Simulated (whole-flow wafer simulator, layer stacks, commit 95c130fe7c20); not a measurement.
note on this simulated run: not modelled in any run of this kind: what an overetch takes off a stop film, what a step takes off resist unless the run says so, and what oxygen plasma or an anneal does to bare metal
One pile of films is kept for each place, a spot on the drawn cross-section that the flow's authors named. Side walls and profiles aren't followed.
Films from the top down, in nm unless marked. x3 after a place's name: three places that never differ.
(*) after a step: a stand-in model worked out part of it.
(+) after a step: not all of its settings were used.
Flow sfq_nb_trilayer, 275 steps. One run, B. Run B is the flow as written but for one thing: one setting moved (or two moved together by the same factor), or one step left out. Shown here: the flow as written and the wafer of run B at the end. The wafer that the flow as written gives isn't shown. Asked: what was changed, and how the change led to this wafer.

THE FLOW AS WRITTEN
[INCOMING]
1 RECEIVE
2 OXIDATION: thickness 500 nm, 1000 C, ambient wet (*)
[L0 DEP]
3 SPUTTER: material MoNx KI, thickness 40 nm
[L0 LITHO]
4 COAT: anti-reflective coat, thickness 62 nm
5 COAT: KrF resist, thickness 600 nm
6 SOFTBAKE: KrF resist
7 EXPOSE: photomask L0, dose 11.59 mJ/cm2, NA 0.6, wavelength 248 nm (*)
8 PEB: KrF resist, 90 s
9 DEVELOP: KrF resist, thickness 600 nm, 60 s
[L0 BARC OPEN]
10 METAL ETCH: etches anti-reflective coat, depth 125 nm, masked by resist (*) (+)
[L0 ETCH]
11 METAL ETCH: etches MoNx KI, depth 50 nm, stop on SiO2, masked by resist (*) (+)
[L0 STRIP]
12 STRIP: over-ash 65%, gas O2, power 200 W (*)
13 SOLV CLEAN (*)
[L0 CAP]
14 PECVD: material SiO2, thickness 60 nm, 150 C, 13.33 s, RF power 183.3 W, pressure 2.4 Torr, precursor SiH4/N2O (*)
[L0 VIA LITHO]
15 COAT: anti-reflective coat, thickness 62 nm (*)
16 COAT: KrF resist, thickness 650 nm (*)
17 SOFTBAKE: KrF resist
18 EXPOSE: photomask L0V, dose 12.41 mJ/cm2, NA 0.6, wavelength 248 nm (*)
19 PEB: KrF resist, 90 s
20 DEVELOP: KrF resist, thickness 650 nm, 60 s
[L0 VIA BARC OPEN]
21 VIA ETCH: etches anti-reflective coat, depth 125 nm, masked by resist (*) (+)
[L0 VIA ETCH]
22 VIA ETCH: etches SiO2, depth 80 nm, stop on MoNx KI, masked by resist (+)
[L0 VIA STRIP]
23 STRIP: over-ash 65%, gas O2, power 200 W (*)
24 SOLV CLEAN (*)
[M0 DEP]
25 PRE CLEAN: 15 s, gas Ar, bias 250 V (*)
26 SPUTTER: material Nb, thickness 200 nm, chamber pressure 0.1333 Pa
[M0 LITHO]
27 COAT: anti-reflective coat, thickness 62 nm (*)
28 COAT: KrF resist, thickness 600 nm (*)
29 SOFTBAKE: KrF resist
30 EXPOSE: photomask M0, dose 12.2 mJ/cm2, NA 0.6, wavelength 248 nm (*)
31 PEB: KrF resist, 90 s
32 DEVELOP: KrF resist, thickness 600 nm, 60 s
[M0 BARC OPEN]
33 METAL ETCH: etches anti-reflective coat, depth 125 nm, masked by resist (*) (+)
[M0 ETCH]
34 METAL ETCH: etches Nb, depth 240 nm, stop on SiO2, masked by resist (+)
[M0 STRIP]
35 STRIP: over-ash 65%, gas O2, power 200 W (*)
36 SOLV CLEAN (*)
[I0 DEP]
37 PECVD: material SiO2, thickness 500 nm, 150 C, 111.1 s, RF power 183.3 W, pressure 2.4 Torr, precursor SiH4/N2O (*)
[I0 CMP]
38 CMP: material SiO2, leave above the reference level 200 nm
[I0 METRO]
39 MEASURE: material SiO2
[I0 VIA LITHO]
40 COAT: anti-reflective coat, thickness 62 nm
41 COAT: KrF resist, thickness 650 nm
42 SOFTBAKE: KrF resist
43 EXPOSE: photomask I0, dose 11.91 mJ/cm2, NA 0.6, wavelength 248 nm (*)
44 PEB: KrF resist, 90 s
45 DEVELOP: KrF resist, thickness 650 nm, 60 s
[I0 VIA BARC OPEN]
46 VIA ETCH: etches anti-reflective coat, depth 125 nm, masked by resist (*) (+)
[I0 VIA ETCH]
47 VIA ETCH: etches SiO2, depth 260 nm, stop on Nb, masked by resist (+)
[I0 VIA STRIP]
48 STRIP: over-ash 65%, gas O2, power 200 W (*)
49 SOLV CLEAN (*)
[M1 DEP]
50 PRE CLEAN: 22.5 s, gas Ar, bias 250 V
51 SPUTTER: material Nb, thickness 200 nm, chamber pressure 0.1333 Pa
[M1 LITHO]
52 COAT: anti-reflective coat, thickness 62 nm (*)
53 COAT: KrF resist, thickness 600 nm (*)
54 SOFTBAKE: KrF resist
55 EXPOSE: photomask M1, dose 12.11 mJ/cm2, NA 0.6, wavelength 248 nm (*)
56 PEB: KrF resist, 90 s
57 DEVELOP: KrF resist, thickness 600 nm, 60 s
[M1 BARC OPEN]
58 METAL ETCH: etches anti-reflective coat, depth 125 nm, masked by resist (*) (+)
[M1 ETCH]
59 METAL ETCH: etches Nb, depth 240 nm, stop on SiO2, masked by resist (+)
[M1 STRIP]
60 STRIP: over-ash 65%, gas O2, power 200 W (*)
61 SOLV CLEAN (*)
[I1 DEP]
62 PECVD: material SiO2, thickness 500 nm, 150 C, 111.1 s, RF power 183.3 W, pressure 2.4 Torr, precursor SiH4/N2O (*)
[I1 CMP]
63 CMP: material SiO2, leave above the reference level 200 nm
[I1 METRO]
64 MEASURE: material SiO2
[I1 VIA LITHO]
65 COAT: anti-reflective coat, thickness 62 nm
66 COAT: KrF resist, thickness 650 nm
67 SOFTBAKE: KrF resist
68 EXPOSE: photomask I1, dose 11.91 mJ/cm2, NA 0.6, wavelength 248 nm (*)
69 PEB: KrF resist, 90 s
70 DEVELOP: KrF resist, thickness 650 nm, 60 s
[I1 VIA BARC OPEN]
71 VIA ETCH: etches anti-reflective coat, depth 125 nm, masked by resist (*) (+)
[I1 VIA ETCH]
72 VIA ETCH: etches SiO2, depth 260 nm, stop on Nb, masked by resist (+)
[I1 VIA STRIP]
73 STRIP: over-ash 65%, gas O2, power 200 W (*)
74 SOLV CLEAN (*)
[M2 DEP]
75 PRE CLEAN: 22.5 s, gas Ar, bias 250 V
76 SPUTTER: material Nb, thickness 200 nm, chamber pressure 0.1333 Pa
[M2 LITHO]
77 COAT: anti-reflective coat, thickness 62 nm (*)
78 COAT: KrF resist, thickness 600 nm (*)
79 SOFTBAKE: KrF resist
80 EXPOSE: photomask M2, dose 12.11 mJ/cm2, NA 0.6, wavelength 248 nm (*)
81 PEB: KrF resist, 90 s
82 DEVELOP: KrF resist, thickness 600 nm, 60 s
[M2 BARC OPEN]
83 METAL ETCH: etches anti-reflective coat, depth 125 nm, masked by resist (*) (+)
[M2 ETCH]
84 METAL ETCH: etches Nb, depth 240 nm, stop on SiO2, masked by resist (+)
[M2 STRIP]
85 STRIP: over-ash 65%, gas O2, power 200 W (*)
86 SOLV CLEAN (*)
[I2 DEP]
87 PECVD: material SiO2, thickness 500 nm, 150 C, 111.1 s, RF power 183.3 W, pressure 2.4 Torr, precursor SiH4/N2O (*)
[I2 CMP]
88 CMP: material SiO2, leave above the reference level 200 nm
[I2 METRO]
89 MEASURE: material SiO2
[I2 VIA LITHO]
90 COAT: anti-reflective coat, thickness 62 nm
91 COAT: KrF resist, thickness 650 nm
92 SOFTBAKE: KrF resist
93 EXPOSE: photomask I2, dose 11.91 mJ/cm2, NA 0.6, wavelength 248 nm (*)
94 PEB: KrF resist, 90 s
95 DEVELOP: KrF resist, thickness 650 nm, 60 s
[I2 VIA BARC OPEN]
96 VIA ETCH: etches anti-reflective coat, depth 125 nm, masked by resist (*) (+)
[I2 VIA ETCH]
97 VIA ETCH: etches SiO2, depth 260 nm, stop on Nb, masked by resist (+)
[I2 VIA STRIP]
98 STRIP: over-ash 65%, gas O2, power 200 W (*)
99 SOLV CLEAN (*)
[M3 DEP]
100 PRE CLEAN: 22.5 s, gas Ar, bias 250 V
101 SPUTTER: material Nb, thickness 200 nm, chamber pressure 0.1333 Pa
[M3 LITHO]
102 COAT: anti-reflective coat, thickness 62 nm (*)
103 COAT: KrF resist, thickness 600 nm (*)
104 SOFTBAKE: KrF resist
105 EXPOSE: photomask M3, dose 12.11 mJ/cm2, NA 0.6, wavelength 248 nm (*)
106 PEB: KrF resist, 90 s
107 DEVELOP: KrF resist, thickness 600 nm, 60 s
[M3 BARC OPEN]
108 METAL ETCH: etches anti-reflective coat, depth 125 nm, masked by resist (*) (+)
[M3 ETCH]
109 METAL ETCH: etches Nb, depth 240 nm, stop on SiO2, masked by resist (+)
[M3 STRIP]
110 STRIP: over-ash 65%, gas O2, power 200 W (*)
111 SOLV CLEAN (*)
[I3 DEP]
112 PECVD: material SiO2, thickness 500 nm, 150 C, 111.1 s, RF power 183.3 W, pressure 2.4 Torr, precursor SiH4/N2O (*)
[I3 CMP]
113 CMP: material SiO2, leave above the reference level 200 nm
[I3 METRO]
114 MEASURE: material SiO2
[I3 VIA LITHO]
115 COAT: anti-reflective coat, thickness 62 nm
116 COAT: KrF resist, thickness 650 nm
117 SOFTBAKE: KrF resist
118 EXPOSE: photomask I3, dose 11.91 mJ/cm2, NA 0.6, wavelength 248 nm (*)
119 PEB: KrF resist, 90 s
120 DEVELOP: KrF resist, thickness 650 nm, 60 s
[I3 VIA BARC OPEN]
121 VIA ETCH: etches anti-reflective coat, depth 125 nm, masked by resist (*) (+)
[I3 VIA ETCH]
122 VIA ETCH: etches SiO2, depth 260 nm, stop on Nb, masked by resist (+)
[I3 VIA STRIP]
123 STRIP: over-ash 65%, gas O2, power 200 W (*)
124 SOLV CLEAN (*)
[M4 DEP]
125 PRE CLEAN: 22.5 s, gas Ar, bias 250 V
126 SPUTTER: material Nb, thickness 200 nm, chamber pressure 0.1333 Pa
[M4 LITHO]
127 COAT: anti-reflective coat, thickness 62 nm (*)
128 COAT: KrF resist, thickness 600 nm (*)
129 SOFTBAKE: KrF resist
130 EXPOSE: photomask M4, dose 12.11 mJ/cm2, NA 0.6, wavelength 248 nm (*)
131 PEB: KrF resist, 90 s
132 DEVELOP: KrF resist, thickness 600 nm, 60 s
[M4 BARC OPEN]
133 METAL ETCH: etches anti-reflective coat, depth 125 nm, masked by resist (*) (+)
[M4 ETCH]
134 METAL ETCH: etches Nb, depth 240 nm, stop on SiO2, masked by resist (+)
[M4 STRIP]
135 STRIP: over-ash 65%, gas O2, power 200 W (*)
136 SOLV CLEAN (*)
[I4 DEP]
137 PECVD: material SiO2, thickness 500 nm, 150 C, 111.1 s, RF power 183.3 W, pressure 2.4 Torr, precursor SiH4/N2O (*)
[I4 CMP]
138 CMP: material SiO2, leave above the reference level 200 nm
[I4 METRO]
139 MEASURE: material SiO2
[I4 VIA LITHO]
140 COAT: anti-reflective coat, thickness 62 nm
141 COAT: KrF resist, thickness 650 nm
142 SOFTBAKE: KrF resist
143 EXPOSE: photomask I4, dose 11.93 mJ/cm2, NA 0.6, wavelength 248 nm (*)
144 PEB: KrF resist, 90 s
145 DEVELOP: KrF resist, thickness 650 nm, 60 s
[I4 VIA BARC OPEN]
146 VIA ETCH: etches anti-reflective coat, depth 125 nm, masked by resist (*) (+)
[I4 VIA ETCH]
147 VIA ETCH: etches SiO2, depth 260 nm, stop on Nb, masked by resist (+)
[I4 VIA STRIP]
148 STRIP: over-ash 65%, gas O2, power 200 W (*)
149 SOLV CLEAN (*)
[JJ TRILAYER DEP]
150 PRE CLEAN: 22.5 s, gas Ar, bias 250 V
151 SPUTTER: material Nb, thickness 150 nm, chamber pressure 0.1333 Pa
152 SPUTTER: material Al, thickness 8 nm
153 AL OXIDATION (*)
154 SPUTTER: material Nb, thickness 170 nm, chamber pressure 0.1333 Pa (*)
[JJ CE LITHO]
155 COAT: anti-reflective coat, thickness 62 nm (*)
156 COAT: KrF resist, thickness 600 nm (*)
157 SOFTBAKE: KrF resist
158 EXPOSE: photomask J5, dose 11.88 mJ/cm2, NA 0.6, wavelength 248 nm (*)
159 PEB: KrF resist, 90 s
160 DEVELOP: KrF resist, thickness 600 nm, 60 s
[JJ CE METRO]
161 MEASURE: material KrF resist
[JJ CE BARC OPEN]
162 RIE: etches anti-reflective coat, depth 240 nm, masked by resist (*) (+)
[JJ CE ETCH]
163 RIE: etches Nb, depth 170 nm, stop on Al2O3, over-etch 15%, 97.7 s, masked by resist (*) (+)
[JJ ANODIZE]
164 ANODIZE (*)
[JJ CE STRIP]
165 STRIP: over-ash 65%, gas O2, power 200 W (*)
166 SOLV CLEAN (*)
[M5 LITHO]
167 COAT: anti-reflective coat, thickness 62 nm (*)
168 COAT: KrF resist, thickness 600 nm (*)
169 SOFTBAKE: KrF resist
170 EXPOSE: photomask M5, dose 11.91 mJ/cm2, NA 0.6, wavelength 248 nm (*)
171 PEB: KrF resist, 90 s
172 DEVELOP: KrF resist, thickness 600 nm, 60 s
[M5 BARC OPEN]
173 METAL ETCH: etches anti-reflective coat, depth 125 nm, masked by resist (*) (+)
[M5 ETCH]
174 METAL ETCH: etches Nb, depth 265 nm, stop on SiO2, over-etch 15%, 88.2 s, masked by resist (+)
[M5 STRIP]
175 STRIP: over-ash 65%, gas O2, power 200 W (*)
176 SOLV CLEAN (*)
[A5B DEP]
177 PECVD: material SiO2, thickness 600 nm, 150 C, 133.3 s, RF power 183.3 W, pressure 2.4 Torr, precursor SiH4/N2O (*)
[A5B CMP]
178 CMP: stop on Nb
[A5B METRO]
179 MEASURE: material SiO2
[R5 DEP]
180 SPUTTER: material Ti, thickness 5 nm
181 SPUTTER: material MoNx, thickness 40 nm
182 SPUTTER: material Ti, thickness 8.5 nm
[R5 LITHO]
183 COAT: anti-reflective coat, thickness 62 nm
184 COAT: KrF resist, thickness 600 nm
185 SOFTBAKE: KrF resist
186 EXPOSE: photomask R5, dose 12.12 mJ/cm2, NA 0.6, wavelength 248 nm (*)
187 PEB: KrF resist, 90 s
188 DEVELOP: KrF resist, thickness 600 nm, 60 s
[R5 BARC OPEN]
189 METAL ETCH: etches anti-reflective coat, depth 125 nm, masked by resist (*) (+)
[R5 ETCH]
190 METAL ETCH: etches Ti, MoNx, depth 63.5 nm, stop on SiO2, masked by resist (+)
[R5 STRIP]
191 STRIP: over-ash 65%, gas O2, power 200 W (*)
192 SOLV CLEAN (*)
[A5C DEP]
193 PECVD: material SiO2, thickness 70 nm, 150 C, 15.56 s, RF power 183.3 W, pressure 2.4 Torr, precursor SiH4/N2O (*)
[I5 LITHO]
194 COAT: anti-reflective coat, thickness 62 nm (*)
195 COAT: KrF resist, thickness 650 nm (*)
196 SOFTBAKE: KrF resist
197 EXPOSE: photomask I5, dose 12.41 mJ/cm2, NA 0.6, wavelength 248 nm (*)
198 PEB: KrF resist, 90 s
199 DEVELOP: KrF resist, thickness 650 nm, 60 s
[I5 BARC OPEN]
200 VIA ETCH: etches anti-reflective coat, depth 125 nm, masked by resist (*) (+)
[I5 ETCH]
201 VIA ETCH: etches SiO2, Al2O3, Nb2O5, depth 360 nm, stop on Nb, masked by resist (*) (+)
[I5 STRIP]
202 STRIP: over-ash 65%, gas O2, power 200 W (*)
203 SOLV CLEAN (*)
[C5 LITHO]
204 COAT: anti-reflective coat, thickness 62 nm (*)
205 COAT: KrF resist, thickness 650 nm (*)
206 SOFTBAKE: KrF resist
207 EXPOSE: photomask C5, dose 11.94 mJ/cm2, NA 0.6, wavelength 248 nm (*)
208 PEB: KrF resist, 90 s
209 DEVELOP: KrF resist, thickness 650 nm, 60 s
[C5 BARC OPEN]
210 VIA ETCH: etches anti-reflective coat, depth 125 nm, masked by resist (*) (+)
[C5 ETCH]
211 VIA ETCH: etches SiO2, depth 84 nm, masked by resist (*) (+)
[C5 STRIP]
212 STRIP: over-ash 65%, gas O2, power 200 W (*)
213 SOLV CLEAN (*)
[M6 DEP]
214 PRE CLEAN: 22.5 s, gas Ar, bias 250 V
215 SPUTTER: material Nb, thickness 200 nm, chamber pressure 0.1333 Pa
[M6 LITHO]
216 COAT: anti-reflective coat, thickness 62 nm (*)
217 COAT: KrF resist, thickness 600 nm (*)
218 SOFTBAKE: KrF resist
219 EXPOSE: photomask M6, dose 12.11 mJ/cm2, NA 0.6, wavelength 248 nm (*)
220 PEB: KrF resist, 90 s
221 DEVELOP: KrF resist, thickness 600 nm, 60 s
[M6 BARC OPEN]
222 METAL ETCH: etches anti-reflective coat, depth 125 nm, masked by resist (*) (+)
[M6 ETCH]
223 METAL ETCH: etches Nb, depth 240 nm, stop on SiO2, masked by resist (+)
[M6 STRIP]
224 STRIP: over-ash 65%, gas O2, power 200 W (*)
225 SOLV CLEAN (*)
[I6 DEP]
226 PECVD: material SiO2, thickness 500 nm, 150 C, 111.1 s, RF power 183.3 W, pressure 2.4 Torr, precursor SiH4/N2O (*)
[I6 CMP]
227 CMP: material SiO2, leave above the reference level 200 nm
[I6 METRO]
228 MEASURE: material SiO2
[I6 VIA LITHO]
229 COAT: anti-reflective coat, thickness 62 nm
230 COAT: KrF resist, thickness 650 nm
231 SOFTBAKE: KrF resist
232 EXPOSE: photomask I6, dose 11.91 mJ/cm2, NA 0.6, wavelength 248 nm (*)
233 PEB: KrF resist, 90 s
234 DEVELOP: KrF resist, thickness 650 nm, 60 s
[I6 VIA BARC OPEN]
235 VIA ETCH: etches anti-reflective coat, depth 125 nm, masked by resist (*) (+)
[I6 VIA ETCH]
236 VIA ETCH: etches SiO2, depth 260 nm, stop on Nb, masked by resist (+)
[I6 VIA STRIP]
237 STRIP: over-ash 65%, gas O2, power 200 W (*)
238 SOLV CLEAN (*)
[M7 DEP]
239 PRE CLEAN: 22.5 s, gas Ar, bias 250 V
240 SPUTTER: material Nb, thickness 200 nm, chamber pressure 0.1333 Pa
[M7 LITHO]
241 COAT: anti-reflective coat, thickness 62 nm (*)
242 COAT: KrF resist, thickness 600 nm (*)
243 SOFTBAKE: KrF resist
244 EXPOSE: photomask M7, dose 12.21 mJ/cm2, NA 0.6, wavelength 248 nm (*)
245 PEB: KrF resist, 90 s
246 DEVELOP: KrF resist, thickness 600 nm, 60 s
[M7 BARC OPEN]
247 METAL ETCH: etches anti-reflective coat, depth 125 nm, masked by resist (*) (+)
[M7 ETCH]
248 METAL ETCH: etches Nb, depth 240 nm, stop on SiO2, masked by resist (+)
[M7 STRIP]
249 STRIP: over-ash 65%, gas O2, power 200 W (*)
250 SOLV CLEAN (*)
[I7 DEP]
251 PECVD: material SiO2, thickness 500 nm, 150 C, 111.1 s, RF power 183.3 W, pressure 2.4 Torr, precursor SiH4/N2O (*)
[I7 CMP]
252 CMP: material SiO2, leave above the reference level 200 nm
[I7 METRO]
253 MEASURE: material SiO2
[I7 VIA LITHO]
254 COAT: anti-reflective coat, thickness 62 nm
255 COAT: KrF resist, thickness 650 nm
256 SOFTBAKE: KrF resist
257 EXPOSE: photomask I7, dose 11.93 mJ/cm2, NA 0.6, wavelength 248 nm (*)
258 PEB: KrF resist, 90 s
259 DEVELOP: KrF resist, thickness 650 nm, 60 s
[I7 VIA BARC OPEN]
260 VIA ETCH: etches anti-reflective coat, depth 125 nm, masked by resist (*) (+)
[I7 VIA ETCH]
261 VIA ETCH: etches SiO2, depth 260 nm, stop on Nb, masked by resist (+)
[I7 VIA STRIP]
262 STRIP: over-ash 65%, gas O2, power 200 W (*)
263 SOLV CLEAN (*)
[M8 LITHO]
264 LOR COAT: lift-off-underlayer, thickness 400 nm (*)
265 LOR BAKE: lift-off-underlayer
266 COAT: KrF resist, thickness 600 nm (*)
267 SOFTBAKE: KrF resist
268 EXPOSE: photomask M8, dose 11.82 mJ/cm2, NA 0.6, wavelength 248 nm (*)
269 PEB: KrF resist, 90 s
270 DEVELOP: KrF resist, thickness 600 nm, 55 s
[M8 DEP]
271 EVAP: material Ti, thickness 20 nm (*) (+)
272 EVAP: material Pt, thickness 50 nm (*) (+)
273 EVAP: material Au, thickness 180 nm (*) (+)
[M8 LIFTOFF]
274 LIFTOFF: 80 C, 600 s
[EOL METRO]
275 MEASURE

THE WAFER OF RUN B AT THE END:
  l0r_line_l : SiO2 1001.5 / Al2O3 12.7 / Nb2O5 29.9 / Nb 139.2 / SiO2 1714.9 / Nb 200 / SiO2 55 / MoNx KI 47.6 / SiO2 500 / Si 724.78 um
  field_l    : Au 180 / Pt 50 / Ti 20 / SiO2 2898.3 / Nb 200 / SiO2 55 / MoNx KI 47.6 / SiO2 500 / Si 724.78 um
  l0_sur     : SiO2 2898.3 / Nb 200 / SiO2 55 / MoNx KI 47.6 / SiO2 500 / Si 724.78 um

The cause: step 3, SPUTTER: thickness 47.6 nm was run, where the flow has thickness 40 nm.
It can be read off the wafer: l0r_line_l has MoNx KI 47.6, and step 3 as written asks for 40 nm.

How the change led to this, step by step:
  3 SPUTTER: material MoNx KI, thickness 40 nm
      field_l, v_sur, via_wl and 103 more: MoNx KI +47.6 (new film) (as written it would be: MoNx KI +40 (new film))
  11 METAL ETCH: etches MoNx KI, depth 50 nm, stop on SiO2, masked by resist (*) (+)
      v_sur, via_wl, via_w and 97 more: MoNx KI -47.6 (all of it) (as written it would be: MoNx KI -40 (all of it))
  15 COAT: anti-reflective coat, thickness 62 nm (*)
      v_sur: anti-reflective coat +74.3 (new film) (as written it would be: anti-reflective coat +72.2 (new film))
      l0r_space_c: anti-reflective coat +80 (new film) (as written it would be: anti-reflective coat +77.2 (new film))
  23 STRIP: over-ash 65%, gas O2, power 200 W (*)
      v_sur: KrF resist -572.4 (all of it), anti-reflective coat -74.3 (all of it) (as written it would be: KrF resist -570.5 (all of it), anti-reflective coat -72.2 (all of it))
      l0r_space_c: KrF resist -580.2 (all of it), anti-reflective coat -80 (all of it) (as written it would be: KrF resist -576.8 (all of it), anti-reflective coat -77.2 (all of it))
  27 COAT: anti-reflective coat, thickness 62 nm (*)
      v_sur: anti-reflective coat +74.5 (new film) (as written it would be: anti-reflective coat +72.3 (new film))
      l0r_space_c: anti-reflective coat +81.1 (new film) (as written it would be: anti-reflective coat +78 (new film))
  35 STRIP: over-ash 65%, gas O2, power 200 W (*)
      v_sur: KrF resist -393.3 (all of it), anti-reflective coat -74.5 (all of it) (as written it would be: KrF resist -391.6 (all of it), anti-reflective coat -72.3 (all of it))
      l0r_space_c: KrF resist -400.5 (all of it), anti-reflective coat -81.1 (all of it) (as written it would be: KrF resist -397.6 (all of it), anti-reflective coat -78 (all of it))
  38 CMP: material SiO2, leave above the reference level 200 nm
      field_l, l0_sur, l0r_line_l, l0r_line_c, l0r_line_r: SiO2 -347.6 (as written it would be: SiO2 -340)
      l0v: SiO2 -285.4 (as written it would be: SiO2 -277.8)
